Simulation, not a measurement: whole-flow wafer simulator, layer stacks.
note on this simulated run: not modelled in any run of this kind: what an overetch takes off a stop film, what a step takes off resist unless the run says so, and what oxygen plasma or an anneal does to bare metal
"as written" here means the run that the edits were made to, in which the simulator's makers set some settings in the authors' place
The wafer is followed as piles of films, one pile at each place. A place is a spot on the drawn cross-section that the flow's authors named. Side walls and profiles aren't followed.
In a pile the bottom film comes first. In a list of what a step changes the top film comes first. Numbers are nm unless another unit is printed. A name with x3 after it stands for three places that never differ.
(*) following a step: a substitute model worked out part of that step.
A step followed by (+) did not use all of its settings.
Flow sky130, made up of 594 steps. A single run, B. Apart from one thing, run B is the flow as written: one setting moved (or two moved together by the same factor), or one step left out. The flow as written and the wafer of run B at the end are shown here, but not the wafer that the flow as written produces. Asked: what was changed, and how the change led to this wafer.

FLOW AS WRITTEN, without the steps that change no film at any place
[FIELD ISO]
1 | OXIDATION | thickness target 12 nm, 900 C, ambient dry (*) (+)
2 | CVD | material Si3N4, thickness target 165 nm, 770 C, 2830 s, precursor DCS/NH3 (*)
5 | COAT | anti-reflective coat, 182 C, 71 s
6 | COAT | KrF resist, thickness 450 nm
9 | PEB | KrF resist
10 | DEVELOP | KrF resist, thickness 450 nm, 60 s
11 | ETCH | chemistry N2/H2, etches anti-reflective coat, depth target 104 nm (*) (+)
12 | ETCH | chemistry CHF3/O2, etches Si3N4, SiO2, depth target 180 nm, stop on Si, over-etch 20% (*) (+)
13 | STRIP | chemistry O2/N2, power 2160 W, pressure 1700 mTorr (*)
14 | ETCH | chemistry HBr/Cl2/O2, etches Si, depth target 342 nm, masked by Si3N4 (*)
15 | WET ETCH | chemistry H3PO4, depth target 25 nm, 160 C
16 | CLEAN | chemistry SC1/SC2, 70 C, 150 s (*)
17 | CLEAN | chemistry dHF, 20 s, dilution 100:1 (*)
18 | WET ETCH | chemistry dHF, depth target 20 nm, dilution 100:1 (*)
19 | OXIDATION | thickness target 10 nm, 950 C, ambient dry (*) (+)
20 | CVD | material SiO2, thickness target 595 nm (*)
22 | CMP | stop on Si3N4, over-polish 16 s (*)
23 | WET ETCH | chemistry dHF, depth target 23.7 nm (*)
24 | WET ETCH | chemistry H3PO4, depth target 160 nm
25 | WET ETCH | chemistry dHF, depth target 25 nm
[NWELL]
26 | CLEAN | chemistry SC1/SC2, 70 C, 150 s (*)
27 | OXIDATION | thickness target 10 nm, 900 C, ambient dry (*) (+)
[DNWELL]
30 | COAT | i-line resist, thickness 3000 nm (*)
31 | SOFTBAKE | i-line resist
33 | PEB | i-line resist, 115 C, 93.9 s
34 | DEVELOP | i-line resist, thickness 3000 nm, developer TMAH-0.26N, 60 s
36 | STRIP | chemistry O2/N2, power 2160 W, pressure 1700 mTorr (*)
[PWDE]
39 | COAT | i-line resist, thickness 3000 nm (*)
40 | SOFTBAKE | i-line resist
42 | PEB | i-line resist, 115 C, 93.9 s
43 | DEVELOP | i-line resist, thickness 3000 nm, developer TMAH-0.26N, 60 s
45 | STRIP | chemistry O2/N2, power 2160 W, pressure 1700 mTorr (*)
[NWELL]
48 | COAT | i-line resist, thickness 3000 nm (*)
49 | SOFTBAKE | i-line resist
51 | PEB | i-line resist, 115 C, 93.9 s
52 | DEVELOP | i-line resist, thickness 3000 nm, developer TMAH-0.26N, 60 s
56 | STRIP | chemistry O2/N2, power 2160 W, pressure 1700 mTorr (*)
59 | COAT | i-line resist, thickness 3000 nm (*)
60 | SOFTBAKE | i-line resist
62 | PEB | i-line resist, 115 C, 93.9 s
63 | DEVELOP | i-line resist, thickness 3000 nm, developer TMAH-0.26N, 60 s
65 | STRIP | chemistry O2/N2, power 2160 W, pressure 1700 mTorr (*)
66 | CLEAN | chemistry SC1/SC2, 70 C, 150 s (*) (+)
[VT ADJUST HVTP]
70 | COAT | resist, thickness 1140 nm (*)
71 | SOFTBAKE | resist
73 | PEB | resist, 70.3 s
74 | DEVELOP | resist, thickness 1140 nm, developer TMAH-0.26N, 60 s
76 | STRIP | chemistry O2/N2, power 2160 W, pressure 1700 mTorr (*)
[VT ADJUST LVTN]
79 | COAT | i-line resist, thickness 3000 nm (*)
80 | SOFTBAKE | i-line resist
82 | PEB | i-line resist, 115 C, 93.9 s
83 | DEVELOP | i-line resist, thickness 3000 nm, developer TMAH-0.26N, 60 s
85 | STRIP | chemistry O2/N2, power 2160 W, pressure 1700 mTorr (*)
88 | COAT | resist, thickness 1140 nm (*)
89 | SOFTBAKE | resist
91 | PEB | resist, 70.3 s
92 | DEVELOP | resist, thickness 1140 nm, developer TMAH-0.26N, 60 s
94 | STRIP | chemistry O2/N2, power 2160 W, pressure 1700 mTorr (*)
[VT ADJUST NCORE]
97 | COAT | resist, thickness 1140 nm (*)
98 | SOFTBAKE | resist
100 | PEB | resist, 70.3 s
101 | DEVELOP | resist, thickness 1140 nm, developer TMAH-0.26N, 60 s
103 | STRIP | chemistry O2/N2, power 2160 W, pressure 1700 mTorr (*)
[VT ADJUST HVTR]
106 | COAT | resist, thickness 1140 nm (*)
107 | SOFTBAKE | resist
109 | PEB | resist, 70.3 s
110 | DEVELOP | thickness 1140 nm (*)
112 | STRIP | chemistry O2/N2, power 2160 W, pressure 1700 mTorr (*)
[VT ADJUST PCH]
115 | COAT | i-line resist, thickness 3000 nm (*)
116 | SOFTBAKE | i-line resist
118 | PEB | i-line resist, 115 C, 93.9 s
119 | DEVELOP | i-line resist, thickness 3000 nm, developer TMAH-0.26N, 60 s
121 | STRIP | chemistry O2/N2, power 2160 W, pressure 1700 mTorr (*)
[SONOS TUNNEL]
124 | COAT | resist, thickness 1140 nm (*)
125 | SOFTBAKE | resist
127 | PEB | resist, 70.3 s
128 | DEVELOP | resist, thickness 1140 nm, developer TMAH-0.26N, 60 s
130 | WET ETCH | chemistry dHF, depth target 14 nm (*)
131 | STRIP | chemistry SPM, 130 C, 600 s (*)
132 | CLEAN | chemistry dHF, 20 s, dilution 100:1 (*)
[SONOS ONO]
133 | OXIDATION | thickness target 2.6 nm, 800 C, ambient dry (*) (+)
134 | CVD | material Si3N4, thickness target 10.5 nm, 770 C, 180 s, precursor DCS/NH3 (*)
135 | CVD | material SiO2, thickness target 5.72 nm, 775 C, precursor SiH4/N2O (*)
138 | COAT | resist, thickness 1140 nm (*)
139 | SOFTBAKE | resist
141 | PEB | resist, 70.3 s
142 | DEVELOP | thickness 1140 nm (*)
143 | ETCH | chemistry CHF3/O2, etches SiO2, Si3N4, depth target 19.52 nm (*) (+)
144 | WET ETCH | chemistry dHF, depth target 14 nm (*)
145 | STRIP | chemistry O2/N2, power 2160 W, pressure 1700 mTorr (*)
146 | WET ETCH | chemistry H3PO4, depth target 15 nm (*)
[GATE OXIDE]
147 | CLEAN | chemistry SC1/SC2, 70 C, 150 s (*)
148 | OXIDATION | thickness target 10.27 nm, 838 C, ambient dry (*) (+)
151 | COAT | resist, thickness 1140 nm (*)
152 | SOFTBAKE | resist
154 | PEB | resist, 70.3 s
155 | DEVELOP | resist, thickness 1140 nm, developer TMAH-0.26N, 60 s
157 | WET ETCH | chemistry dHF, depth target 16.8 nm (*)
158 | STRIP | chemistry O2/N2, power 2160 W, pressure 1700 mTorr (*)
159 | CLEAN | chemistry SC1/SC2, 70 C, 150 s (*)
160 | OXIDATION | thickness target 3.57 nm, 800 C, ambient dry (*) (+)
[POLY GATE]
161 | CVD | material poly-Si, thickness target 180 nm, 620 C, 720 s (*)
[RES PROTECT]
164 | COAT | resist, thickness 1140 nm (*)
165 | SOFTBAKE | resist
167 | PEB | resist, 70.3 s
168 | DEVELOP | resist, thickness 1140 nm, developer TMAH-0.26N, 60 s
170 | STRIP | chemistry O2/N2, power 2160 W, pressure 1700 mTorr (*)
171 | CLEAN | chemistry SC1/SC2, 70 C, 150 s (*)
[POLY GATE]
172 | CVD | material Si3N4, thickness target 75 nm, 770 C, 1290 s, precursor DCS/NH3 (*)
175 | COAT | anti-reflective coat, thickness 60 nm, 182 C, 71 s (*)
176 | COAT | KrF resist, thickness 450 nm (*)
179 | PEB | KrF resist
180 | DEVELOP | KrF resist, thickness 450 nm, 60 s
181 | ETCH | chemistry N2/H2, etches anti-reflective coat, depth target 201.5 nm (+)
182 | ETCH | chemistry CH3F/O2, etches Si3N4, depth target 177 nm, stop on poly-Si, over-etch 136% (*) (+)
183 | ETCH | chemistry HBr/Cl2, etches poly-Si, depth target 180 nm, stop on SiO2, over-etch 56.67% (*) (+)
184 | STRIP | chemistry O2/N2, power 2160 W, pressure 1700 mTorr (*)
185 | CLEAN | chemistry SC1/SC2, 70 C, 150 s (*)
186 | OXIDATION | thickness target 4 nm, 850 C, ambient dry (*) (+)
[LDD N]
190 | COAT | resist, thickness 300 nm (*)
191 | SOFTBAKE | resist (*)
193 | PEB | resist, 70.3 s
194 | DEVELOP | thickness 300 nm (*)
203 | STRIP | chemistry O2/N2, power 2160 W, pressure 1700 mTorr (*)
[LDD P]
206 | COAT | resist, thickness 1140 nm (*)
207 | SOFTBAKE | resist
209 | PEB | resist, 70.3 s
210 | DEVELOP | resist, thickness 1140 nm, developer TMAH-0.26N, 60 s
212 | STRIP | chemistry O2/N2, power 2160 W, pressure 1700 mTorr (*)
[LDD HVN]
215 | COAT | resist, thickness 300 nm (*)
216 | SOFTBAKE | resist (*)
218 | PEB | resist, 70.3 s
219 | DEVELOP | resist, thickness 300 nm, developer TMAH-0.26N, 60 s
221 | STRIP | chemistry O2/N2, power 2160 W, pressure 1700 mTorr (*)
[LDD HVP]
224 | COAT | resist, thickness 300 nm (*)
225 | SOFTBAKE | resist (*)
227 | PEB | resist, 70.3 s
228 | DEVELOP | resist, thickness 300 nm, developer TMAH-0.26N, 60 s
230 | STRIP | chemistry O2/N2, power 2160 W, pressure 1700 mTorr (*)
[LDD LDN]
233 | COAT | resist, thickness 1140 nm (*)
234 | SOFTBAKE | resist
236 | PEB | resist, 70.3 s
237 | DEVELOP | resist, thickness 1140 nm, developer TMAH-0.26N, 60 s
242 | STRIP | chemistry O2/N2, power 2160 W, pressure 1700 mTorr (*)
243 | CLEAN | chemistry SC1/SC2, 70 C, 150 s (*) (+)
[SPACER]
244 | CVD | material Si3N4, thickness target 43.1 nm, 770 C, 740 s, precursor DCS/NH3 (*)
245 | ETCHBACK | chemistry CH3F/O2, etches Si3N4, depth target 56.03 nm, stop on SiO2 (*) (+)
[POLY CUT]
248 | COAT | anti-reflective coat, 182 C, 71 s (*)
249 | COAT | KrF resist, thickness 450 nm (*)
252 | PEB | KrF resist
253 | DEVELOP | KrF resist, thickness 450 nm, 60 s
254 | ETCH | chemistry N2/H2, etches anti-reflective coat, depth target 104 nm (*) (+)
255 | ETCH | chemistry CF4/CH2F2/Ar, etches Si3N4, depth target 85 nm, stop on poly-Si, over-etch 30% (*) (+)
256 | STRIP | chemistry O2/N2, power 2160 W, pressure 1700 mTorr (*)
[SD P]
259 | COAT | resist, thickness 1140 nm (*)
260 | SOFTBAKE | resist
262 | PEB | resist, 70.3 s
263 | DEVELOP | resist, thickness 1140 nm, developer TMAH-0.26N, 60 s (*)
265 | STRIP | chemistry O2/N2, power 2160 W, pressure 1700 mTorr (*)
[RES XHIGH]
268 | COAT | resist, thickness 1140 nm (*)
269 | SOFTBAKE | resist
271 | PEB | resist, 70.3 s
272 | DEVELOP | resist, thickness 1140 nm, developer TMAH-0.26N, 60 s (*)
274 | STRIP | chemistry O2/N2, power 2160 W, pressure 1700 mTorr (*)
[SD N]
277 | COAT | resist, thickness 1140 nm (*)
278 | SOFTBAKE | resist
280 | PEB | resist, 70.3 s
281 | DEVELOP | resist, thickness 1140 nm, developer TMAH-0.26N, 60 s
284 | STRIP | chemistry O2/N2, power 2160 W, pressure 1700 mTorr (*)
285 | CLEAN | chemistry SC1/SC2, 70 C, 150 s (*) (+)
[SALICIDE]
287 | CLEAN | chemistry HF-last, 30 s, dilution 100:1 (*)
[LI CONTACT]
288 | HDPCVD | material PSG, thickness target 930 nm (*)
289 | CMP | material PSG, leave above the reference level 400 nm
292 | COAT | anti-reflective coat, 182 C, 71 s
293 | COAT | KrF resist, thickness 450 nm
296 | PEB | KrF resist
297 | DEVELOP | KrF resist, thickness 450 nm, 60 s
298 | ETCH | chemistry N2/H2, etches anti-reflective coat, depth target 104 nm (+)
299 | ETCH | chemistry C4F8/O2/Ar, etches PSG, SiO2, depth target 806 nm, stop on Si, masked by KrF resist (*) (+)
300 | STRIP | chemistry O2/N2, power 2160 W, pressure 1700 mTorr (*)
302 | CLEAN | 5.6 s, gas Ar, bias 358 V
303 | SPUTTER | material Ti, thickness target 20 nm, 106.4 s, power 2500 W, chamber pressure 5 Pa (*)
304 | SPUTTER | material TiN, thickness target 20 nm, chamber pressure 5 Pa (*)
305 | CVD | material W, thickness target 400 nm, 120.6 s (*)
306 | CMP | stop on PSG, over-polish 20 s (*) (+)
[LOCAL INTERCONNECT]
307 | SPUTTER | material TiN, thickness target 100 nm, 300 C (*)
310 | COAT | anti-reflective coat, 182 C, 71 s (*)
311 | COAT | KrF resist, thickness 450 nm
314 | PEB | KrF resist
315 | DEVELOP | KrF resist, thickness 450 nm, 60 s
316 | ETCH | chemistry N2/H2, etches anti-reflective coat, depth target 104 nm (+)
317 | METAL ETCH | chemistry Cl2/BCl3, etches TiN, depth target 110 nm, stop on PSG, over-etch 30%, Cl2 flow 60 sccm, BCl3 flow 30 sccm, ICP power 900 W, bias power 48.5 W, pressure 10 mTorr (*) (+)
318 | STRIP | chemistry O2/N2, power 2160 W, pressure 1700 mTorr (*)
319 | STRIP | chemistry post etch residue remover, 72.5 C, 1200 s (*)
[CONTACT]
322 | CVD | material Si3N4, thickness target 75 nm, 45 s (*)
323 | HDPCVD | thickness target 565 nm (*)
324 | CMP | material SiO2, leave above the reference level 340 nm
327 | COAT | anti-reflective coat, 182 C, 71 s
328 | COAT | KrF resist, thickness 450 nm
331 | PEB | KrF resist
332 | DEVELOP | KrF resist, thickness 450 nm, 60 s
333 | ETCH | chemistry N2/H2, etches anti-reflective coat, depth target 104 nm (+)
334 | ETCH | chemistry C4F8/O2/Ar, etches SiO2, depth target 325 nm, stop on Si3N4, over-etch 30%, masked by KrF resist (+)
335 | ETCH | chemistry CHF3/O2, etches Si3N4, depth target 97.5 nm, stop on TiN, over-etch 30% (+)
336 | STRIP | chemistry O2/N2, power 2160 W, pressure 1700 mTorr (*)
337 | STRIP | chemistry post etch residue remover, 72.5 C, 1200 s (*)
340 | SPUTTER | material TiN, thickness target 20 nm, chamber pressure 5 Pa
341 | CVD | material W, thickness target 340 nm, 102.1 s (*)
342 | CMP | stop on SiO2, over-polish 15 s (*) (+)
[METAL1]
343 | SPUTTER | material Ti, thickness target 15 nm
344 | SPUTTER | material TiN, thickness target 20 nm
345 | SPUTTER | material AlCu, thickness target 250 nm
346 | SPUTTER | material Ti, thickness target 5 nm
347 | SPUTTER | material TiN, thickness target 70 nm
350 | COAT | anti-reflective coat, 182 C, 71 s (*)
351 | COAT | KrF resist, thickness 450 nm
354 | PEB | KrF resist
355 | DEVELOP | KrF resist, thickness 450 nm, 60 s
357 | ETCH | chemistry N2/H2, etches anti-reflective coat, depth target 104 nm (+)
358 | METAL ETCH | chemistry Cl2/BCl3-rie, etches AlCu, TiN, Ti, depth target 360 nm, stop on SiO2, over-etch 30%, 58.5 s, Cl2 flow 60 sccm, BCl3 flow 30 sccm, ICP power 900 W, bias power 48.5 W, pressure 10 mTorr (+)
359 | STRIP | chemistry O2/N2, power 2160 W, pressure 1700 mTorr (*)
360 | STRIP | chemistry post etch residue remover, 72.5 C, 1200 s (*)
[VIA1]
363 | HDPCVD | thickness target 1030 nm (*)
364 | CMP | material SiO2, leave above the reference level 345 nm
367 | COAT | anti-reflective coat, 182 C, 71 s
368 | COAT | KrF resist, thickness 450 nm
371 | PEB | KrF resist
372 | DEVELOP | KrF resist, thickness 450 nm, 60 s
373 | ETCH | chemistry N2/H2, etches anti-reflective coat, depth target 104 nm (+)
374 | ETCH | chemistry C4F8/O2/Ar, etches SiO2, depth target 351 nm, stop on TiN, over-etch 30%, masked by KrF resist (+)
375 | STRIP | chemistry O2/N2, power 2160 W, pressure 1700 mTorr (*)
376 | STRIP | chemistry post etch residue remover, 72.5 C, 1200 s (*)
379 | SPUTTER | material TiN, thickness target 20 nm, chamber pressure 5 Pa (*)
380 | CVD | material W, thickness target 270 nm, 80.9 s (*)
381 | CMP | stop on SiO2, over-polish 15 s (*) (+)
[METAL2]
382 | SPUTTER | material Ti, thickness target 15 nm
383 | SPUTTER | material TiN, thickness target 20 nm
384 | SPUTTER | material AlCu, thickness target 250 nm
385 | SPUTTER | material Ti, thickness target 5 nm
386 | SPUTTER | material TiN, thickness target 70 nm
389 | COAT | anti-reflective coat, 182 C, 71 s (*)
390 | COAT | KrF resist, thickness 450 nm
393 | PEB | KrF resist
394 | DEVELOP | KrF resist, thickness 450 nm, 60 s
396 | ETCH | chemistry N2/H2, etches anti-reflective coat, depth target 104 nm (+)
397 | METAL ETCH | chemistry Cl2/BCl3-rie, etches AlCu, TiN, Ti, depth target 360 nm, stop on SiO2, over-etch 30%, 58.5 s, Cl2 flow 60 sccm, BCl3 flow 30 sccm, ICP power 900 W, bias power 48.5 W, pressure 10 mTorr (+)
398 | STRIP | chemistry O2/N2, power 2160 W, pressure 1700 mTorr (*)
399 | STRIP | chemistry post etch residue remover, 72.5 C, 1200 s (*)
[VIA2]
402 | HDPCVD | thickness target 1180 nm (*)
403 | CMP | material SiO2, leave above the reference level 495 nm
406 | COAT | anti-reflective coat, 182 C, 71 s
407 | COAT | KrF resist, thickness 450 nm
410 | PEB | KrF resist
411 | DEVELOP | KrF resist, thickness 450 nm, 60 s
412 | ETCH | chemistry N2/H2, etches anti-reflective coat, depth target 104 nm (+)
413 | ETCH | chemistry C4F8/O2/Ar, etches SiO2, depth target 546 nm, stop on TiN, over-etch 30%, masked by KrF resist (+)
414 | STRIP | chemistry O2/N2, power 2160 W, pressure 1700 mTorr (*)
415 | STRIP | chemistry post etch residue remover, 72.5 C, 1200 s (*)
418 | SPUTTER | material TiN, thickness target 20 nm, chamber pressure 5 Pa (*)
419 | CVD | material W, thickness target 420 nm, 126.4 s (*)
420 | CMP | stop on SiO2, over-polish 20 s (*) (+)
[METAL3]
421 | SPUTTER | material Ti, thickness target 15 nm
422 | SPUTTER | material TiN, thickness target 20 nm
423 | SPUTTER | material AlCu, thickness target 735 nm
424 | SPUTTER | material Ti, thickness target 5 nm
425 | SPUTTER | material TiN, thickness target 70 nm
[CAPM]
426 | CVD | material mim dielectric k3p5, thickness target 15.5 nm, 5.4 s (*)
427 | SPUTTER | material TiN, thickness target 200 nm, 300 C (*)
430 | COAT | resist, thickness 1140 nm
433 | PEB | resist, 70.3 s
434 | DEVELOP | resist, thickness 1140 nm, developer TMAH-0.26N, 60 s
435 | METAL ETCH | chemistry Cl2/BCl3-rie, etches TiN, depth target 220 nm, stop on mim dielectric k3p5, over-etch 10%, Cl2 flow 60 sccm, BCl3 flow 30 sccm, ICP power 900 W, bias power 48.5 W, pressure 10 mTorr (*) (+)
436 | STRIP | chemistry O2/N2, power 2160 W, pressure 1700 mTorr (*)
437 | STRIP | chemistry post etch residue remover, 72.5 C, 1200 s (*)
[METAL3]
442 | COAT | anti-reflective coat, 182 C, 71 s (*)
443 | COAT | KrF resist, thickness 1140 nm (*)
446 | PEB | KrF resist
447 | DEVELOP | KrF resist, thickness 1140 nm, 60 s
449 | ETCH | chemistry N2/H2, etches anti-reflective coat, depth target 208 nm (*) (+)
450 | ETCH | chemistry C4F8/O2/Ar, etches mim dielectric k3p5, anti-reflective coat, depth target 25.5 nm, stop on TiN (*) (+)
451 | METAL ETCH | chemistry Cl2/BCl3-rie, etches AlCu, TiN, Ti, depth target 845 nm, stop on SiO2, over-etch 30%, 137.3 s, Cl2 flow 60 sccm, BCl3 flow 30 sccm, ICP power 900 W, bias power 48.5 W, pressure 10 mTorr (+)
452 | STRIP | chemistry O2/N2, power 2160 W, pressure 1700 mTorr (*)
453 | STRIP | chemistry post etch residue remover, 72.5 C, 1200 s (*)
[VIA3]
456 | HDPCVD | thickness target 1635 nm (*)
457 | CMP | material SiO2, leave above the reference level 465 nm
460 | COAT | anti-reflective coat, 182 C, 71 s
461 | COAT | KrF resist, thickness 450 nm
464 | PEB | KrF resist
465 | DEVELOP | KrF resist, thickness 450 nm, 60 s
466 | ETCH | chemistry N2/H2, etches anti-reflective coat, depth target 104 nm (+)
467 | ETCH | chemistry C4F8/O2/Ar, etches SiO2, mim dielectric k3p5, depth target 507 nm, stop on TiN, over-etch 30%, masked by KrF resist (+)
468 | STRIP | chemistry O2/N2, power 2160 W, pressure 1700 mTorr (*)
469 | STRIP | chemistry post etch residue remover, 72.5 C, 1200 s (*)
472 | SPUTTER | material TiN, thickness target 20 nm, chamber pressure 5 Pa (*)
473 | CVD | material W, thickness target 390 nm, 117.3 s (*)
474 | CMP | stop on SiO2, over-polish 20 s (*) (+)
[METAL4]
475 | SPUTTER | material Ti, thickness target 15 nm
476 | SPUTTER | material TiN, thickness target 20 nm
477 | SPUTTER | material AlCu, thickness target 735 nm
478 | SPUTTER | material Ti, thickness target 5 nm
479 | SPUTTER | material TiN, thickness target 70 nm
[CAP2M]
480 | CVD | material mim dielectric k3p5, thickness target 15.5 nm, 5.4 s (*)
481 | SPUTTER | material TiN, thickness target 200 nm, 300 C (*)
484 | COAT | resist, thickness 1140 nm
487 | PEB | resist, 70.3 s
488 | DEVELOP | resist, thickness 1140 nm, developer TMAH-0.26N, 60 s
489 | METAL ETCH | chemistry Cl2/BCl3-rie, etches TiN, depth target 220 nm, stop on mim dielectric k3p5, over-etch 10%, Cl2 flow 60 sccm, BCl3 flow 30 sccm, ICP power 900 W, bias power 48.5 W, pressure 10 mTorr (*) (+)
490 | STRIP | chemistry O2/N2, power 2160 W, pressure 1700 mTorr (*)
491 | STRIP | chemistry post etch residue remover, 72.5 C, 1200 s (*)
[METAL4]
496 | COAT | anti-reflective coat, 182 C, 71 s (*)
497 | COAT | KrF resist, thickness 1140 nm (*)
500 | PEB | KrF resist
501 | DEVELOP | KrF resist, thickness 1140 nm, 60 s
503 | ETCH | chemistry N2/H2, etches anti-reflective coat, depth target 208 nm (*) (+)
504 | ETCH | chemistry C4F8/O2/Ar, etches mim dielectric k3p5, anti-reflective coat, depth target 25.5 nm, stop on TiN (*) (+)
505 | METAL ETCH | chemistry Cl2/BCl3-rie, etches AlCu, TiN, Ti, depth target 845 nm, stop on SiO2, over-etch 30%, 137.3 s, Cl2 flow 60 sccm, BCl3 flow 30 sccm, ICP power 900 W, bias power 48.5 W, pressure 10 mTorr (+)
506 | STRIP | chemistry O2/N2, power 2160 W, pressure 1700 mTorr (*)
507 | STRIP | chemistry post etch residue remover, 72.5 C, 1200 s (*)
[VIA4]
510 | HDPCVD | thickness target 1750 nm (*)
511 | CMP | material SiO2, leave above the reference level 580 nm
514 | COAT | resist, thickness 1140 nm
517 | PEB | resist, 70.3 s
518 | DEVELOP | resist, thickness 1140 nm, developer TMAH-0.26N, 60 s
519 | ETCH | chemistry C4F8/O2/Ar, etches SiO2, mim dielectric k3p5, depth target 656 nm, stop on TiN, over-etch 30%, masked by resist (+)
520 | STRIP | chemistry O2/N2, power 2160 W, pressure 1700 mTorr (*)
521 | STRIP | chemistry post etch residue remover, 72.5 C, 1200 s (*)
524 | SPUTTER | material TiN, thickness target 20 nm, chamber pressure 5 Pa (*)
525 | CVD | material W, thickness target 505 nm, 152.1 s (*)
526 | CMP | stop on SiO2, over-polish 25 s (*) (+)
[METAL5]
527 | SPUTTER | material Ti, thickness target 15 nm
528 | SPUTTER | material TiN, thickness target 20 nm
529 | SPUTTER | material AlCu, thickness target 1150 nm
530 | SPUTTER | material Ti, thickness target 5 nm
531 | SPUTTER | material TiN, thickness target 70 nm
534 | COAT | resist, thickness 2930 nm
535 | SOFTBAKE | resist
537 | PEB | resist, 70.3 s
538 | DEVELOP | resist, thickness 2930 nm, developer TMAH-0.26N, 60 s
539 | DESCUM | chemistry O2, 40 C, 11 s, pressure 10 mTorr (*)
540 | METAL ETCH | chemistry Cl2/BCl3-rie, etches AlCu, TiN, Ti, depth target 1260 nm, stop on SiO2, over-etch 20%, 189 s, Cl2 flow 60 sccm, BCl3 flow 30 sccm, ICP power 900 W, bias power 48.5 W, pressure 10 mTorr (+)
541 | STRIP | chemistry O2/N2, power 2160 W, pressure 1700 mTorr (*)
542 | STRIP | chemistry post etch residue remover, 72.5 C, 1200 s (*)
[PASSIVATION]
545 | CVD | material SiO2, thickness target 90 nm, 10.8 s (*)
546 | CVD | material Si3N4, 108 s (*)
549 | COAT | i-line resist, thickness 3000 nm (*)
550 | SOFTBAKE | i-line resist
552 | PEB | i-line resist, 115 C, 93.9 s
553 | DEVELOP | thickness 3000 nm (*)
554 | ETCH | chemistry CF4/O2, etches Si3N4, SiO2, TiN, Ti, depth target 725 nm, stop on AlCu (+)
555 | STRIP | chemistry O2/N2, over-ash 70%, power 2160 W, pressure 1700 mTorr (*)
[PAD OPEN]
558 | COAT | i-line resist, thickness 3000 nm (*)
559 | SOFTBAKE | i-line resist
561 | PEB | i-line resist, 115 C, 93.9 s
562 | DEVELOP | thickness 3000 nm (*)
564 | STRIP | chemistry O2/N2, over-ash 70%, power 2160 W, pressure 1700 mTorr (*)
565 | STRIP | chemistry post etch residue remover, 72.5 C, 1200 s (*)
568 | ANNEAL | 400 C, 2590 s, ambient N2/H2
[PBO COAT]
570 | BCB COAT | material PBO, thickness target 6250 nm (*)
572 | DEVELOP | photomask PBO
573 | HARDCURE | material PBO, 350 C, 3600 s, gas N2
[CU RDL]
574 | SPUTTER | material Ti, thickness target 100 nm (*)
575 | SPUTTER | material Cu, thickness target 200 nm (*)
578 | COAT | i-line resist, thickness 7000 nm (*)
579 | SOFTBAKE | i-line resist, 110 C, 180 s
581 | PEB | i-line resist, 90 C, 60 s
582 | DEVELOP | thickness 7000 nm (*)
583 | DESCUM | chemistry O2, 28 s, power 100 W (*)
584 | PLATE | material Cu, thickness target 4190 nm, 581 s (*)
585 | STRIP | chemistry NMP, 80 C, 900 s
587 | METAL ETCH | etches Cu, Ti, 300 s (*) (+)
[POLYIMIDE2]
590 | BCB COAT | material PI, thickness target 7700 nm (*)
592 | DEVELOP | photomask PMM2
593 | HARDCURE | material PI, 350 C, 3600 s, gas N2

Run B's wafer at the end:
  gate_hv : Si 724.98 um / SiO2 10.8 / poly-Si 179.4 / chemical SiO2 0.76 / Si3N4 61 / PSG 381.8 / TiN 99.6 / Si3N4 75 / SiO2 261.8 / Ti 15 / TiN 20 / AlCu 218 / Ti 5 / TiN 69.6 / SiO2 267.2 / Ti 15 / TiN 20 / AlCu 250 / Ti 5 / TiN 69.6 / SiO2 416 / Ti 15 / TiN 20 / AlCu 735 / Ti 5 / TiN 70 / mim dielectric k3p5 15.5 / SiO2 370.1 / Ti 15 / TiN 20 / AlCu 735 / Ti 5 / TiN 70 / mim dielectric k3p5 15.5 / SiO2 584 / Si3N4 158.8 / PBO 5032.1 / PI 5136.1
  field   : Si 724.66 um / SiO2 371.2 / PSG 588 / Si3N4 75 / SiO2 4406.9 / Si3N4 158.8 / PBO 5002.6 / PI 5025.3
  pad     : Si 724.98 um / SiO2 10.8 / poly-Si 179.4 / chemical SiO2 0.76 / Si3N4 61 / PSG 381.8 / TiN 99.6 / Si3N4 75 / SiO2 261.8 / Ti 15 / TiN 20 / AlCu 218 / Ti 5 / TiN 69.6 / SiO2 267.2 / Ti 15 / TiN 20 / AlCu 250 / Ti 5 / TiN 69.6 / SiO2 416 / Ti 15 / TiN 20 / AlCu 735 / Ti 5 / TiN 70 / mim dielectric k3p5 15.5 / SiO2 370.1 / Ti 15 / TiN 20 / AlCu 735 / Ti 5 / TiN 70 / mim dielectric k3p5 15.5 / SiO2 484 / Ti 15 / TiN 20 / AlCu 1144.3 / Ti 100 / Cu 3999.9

What caused this: step 345, SPUTTER: thickness target 218 nm was run, though the flow has thickness target 250 nm.
One can read it off the wafer: gate_hv has AlCu 218, and step 345 as written asks for 250 nm.

The path from the change to this, step by step:
  345 | SPUTTER | material AlCu, thickness target 250 nm
      field, active, n_well and 188 more: +218 AlCu (new film) (in the flow as written it would be: +250 AlCu (new film))
  358 | METAL ETCH | chemistry Cl2/BCl3-rie, etches AlCu, TiN, Ti, depth target 360 nm, stop on SiO2, over-etch 30%, 58.5 s, Cl2 flow 60 sccm, BCl3 flow 30 sccm, ICP power 900 W, bias power 48.5 W, pressure 10 mTorr (+)
      field, active, gate and 81 more: -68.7 TiN (all of it), -5 Ti (all of it), -218 AlCu (all of it), -20 TiN (all of it), -15 Ti (all of it), -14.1 SiO2 (in the flow as written it would be: -68.7 TiN (all of it), -5 Ti (all of it), -250 AlCu (all of it), -20 TiN (all of it), -15 Ti (all of it), -10.9 SiO2)
  364 | CMP | material SiO2, leave above the reference level 345 nm
      field, active, gate and 81 more: -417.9 SiO2 (in the flow as written it would be: -389.1 SiO2)
